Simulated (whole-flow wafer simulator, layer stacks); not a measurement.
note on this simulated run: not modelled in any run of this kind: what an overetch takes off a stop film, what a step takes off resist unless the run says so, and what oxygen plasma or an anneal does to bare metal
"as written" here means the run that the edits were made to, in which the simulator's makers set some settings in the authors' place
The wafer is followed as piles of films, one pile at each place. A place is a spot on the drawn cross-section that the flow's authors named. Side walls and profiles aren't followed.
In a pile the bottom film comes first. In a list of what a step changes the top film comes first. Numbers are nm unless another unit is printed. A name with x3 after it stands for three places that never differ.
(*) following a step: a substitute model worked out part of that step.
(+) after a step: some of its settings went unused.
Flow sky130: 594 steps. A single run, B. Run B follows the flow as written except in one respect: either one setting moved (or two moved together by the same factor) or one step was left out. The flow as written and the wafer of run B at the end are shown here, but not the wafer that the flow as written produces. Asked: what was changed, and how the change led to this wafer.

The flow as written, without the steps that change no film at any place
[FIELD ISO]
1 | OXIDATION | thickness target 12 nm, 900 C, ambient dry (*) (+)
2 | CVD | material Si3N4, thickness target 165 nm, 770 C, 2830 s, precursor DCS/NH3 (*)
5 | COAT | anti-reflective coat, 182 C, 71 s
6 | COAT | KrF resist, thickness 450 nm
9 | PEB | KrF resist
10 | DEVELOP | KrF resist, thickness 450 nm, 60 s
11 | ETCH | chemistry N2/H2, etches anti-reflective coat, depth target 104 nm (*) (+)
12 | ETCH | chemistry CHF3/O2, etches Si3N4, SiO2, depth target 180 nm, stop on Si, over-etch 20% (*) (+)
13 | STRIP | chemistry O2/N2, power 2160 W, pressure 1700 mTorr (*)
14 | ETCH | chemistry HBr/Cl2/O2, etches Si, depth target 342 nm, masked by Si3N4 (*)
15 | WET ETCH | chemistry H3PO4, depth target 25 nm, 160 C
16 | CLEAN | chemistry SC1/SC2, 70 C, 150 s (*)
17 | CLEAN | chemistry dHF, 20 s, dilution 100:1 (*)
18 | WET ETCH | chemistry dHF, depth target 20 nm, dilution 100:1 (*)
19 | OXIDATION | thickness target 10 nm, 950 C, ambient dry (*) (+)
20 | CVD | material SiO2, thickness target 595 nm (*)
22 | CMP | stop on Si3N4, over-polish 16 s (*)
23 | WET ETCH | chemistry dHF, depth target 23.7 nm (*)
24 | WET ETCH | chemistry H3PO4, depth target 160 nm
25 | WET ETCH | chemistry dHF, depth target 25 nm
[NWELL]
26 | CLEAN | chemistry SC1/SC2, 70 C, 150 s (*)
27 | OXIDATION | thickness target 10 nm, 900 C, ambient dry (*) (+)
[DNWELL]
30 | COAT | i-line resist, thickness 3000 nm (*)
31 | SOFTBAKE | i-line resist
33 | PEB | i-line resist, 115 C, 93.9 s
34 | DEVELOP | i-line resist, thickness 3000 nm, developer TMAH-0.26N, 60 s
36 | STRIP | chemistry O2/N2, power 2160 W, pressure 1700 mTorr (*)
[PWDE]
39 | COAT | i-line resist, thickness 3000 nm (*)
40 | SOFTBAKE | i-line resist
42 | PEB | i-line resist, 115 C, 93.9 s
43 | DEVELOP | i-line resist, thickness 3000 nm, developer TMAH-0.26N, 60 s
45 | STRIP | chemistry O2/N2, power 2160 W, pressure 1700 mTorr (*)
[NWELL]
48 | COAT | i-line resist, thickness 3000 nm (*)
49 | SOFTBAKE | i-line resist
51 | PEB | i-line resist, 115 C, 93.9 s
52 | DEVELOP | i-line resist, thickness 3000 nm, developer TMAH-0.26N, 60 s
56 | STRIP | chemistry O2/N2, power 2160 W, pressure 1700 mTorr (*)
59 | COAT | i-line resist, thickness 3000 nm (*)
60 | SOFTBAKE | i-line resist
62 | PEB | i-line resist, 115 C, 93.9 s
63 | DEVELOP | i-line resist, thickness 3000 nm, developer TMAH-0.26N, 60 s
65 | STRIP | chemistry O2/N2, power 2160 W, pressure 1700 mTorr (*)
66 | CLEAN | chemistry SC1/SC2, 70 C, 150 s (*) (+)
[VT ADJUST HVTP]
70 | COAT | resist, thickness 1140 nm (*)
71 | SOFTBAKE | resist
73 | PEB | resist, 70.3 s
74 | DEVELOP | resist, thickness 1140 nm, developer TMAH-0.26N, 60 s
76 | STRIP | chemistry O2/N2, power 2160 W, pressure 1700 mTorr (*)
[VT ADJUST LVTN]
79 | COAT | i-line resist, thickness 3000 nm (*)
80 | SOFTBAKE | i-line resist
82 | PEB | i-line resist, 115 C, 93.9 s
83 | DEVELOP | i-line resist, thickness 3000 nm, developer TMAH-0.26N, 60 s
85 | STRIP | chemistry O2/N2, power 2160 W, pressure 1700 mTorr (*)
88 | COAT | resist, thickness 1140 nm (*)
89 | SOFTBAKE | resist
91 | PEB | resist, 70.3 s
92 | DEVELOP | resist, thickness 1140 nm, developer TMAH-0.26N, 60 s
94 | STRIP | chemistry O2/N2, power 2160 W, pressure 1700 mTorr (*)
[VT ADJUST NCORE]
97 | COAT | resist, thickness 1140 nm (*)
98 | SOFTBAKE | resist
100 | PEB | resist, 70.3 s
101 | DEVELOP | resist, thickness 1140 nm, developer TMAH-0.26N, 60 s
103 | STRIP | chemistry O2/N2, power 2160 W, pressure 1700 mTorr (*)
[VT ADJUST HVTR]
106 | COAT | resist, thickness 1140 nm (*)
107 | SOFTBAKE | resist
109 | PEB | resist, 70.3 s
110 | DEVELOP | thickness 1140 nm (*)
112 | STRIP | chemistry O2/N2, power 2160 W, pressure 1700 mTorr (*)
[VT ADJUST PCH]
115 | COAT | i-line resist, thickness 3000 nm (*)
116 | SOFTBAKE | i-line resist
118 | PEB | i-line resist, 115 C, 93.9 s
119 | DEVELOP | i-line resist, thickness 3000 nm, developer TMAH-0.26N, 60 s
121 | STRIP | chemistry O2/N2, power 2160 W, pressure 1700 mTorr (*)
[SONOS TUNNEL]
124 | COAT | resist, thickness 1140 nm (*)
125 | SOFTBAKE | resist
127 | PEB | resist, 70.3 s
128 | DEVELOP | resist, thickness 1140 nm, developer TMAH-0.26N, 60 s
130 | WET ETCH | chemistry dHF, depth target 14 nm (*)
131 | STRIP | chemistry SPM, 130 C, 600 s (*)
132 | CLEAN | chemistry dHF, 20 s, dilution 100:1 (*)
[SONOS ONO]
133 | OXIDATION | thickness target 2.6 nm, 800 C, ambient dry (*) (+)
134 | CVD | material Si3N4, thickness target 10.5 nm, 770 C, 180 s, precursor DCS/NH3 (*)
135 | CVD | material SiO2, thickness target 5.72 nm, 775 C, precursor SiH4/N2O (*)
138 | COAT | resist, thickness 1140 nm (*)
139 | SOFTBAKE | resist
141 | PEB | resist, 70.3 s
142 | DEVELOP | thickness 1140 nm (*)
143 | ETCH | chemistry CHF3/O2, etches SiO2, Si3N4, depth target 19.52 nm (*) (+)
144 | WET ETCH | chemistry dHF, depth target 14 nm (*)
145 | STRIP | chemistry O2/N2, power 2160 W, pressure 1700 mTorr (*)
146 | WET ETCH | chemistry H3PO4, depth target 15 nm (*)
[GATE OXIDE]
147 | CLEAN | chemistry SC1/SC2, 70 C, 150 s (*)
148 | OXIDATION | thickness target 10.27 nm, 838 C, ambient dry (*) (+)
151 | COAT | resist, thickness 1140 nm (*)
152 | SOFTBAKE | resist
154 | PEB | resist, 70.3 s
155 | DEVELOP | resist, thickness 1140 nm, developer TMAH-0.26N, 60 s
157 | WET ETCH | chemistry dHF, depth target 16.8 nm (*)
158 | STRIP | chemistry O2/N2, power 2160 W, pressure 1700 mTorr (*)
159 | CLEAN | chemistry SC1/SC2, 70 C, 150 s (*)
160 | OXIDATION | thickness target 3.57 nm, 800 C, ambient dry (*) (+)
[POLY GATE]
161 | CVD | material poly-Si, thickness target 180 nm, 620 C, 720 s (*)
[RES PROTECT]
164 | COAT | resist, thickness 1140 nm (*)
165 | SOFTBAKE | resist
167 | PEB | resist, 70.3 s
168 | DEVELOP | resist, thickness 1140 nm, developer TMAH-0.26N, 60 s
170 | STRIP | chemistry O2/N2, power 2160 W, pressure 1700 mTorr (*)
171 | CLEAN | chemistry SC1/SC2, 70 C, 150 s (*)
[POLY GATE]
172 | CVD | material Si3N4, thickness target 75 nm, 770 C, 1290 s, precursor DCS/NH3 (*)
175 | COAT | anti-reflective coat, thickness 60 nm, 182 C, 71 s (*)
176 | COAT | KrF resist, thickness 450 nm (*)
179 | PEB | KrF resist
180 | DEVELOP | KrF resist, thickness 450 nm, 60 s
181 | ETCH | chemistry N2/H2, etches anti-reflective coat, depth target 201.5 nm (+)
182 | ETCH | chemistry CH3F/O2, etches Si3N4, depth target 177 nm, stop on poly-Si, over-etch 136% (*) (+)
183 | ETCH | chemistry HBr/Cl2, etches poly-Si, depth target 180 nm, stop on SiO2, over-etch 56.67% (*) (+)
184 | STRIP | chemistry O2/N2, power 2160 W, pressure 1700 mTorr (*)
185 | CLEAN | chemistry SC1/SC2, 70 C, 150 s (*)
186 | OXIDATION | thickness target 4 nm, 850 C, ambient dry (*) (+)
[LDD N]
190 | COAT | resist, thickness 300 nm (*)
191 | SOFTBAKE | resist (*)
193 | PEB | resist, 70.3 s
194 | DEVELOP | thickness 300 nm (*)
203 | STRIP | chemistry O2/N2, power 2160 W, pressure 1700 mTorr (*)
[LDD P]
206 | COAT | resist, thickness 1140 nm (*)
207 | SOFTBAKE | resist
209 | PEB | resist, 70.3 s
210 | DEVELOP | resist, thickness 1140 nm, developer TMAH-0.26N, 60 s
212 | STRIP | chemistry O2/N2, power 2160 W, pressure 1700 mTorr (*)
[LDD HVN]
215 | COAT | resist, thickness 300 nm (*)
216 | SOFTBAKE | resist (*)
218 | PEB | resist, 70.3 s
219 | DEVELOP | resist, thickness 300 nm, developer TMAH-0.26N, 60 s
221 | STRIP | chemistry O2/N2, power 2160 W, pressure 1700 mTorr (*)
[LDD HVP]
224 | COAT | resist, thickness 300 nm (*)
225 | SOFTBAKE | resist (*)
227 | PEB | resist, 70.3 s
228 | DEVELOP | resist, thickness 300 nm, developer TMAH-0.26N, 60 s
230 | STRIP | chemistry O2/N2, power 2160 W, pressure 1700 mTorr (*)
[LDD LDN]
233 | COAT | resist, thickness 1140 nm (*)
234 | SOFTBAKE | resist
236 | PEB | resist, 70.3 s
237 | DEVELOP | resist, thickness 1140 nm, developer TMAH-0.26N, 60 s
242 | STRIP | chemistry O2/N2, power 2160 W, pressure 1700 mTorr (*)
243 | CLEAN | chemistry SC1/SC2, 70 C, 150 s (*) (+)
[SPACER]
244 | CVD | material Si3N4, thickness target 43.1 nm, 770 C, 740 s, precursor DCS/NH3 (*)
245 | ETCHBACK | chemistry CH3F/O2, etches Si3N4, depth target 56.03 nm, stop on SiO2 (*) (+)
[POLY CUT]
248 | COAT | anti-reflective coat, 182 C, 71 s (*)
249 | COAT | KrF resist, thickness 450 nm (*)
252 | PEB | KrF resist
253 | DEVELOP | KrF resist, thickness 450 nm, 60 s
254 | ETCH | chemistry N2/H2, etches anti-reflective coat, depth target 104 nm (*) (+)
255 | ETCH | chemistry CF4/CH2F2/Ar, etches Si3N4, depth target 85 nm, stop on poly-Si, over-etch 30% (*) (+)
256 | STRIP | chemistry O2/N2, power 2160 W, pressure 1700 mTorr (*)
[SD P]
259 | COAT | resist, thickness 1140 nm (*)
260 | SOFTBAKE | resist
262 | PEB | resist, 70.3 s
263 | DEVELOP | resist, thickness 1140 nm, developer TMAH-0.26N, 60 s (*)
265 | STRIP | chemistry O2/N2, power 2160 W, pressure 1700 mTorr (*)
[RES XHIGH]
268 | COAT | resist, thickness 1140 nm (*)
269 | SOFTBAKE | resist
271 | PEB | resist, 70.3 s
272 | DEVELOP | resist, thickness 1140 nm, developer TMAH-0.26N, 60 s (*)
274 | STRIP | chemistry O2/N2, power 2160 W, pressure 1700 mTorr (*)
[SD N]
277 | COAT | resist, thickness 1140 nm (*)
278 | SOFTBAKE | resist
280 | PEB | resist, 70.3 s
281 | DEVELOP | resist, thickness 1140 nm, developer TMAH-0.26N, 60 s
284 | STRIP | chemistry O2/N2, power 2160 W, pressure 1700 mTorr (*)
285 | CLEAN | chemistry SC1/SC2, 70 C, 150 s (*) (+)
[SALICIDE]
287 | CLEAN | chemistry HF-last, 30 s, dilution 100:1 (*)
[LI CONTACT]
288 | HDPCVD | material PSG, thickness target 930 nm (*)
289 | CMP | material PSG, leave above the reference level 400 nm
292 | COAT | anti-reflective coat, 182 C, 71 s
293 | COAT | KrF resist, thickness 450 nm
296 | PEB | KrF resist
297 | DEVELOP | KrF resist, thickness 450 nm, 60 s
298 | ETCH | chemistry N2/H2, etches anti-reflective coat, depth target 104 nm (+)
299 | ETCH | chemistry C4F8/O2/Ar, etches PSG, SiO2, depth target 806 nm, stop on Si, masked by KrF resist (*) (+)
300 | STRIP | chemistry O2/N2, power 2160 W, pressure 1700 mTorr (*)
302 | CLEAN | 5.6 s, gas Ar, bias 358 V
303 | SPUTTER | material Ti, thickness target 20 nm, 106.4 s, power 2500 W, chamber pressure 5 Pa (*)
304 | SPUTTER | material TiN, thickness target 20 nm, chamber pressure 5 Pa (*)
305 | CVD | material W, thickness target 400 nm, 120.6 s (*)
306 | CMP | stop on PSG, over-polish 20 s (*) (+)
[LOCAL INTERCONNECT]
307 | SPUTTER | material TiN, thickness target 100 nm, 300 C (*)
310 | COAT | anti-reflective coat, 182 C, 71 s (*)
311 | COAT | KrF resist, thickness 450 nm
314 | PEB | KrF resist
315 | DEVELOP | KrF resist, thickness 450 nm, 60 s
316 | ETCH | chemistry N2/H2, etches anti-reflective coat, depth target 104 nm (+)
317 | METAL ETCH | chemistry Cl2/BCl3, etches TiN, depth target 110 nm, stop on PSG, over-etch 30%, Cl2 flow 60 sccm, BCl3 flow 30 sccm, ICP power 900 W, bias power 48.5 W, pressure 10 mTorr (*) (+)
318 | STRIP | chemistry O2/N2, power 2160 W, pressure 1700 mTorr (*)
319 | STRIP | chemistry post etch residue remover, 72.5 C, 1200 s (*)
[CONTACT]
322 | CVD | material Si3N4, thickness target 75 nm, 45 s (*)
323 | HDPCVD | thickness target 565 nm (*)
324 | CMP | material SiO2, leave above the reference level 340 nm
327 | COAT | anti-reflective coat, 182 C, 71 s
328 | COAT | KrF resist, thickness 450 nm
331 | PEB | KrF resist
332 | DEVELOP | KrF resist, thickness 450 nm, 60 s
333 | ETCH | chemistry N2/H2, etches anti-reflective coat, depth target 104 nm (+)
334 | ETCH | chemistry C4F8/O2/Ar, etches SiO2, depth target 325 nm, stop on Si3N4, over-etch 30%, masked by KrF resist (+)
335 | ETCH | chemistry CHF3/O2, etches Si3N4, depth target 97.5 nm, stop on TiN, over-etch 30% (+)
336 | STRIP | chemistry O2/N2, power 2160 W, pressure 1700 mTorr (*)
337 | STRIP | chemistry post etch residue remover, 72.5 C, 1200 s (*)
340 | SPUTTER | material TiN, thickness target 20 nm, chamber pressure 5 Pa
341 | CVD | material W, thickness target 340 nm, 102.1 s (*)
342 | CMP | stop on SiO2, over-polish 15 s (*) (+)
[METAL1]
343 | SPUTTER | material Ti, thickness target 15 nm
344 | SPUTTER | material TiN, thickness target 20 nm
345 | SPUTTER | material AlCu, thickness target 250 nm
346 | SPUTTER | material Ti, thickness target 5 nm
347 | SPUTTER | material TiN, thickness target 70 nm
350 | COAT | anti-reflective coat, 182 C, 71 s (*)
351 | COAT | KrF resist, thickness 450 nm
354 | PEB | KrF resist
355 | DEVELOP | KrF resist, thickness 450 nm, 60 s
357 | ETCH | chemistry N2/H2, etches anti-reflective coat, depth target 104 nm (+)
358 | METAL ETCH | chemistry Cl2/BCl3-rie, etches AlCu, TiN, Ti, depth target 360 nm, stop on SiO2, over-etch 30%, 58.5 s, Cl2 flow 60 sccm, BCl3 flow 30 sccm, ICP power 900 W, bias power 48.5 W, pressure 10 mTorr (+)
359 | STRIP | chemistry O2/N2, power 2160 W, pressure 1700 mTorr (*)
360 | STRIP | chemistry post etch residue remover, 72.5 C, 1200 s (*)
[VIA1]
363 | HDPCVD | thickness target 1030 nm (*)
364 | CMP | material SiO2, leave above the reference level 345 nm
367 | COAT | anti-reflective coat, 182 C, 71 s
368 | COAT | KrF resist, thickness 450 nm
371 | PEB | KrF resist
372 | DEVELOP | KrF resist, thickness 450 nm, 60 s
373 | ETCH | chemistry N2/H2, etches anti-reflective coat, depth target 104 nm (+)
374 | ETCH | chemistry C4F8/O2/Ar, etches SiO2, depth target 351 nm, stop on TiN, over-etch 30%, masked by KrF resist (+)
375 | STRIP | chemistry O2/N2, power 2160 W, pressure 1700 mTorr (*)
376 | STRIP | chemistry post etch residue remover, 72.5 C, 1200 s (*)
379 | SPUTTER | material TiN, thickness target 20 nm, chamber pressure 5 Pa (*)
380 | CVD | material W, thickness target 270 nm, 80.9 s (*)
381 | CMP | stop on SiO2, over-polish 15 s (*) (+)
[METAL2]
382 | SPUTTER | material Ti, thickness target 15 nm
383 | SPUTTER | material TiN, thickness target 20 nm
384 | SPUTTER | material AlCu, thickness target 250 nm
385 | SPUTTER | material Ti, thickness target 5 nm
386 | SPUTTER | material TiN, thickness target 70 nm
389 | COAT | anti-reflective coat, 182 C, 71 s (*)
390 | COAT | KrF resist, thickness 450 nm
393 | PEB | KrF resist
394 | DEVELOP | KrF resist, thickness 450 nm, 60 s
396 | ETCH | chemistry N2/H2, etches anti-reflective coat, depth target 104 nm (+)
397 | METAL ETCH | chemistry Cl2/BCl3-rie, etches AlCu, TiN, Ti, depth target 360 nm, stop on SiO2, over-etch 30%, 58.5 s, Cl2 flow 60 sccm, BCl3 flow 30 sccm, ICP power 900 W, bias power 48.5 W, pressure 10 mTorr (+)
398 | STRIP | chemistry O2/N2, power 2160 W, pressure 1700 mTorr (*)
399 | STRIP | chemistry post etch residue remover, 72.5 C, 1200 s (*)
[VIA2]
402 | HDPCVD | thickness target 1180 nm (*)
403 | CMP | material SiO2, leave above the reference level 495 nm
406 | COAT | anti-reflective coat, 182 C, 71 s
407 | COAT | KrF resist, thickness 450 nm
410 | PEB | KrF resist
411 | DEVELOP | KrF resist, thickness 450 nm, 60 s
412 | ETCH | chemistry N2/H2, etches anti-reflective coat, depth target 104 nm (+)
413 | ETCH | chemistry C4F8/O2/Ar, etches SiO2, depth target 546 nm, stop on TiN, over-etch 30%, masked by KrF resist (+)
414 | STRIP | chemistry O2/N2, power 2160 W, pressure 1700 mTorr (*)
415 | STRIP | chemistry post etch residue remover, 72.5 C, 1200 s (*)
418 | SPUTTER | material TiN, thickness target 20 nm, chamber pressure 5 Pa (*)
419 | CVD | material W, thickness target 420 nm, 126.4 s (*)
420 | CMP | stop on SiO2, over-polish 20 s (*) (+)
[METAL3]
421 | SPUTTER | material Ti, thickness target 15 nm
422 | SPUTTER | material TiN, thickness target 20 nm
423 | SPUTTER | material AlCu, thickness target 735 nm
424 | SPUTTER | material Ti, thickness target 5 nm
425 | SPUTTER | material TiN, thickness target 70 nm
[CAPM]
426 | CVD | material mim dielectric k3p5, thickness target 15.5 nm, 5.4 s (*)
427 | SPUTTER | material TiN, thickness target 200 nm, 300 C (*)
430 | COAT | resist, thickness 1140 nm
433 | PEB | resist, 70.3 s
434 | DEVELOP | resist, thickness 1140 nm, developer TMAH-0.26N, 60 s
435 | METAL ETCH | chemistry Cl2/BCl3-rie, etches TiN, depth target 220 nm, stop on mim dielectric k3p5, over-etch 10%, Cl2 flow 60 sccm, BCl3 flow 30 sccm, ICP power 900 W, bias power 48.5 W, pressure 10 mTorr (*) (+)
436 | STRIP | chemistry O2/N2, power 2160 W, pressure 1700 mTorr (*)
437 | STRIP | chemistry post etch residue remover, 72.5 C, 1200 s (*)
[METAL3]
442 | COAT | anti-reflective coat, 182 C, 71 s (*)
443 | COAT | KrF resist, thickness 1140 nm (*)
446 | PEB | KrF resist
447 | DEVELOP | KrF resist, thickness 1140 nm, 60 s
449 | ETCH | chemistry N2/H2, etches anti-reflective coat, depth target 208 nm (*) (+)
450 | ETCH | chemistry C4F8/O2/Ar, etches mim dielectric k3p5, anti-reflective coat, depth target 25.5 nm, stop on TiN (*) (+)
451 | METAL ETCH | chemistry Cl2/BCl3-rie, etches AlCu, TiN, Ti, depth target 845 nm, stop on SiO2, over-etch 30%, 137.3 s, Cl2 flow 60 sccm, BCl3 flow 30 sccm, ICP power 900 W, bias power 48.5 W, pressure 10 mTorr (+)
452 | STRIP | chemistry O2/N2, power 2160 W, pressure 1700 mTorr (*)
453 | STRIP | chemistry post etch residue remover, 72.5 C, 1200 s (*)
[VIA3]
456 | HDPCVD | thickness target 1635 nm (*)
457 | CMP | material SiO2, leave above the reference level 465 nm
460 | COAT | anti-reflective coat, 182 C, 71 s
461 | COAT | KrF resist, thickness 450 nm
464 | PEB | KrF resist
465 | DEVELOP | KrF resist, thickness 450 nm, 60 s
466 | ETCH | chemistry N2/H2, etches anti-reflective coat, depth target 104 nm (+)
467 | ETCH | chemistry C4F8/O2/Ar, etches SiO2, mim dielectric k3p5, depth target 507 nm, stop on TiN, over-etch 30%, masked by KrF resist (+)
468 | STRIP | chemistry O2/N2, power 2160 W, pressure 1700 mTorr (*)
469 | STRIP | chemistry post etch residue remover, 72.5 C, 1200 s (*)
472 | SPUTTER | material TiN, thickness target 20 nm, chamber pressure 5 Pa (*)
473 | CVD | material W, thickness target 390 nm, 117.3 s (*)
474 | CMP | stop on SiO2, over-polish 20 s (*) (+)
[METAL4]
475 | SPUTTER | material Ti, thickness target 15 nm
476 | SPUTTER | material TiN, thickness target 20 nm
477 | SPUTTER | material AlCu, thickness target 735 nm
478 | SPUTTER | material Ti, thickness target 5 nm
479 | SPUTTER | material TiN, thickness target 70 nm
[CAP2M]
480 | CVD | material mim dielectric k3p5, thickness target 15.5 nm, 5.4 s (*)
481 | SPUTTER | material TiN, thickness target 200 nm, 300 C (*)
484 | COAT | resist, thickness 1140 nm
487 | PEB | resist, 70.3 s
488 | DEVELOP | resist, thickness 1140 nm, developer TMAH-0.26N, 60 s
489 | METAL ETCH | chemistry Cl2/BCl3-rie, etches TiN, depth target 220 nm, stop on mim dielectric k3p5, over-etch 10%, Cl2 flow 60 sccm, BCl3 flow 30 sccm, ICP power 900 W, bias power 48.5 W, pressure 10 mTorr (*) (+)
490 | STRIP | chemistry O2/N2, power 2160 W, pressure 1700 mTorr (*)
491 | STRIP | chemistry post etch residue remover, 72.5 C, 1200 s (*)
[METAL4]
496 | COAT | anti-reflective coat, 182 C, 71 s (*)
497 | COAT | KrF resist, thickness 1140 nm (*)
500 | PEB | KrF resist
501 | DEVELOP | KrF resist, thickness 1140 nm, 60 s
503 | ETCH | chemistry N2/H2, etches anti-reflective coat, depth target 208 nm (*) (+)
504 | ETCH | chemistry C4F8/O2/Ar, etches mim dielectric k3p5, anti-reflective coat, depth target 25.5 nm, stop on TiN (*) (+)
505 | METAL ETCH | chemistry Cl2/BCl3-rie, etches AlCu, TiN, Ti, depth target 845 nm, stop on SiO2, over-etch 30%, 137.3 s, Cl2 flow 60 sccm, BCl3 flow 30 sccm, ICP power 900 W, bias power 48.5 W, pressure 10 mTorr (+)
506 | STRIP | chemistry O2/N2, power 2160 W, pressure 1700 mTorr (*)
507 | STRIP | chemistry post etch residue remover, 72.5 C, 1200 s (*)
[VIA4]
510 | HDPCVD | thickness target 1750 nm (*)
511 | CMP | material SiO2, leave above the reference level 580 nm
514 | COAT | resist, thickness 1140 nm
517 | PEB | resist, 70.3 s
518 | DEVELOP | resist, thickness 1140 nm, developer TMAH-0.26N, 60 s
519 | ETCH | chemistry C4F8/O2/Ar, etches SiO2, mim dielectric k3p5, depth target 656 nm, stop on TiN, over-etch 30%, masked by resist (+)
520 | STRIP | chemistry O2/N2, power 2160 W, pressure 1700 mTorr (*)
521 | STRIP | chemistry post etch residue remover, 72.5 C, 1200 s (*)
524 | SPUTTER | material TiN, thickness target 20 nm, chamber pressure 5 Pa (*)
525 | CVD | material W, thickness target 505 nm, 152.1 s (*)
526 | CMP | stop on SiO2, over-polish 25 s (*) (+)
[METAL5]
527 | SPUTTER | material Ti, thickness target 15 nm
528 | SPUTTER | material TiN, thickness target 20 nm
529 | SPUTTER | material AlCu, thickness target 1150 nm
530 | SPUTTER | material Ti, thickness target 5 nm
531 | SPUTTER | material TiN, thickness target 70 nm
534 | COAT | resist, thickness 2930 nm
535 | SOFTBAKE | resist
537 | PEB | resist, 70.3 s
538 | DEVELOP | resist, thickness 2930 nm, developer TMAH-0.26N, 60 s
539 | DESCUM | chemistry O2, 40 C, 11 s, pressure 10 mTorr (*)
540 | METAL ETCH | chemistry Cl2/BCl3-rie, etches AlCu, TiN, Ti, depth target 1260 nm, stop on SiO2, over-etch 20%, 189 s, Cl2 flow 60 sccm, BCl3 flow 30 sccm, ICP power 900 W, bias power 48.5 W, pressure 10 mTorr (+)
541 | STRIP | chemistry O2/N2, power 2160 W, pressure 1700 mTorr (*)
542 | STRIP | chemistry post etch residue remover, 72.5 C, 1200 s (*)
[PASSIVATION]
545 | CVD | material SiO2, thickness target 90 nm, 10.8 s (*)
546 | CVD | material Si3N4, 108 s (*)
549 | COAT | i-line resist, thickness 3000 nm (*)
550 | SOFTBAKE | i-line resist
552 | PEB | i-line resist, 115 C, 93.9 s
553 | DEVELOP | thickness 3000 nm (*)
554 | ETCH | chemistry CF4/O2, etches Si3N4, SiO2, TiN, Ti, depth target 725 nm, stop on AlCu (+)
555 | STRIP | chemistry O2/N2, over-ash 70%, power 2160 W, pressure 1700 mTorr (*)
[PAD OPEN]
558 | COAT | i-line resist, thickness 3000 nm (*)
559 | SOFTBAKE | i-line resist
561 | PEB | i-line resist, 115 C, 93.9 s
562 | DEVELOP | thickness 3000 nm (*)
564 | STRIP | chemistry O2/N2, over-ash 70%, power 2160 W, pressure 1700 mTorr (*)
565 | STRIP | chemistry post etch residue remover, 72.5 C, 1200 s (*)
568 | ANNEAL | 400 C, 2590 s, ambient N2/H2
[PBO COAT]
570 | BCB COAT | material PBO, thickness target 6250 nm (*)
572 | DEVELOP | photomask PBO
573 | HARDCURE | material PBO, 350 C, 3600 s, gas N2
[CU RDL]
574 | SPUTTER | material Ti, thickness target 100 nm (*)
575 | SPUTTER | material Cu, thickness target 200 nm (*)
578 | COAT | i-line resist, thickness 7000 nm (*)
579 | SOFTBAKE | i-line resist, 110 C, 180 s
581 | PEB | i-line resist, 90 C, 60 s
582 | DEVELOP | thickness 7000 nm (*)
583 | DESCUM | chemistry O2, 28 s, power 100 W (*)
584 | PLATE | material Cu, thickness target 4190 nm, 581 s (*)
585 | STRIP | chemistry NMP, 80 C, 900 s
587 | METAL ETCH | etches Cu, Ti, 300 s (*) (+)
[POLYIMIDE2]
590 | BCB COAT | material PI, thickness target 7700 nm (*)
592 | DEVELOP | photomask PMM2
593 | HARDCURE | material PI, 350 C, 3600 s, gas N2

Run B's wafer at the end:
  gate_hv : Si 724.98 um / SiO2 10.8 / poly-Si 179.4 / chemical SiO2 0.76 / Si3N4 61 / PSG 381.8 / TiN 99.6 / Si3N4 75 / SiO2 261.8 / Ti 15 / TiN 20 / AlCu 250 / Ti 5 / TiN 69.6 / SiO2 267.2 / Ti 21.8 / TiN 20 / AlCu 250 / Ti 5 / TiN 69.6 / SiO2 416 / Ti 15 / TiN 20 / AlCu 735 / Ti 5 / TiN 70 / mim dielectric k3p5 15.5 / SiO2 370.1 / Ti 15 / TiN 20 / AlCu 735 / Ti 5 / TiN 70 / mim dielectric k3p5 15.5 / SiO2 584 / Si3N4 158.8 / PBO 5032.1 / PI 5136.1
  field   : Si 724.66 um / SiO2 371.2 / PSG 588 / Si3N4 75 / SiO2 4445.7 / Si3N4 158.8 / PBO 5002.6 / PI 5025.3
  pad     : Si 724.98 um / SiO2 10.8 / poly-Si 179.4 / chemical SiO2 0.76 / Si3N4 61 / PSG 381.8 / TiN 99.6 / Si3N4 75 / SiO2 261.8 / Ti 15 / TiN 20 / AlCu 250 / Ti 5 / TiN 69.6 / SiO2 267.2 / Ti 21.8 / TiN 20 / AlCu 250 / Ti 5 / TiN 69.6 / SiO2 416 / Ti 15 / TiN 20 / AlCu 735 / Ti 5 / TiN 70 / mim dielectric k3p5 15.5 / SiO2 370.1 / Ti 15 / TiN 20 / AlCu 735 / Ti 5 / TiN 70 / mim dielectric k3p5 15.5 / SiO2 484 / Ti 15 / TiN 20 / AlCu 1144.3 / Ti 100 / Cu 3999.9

Cause: step 382, SPUTTER: thickness target 21.8 nm was run, whereas the flow has thickness target 15 nm.
The wafer itself shows it: gate_hv has Ti 21.8, and step 382 as written asks for 15 nm.

The path from the change to this, step by step:
  382 | SPUTTER | material Ti, thickness target 15 nm
      field, active, n_well and 188 more: Ti gains 21.8 (new film) (in the flow as written it would be: Ti gains 15 (new film))
  397 | METAL ETCH | chemistry Cl2/BCl3-rie, etches AlCu, TiN, Ti, depth target 360 nm, stop on SiO2, over-etch 30%, 58.5 s, Cl2 flow 60 sccm, BCl3 flow 30 sccm, ICP power 900 W, bias power 48.5 W, pressure 10 mTorr (+)
      field, active, gate and 82 more: TiN loses 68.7 (all of it), Ti loses 5 (all of it), AlCu loses 250 (all of it), TiN loses 20 (all of it), Ti loses 21.8 (all of it), SiO2 loses 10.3 (in the flow as written it would be: TiN loses 68.7 (all of it), Ti loses 5 (all of it), AlCu loses 250 (all of it), TiN loses 20 (all of it), Ti loses 15 (all of it), SiO2 loses 10.9)
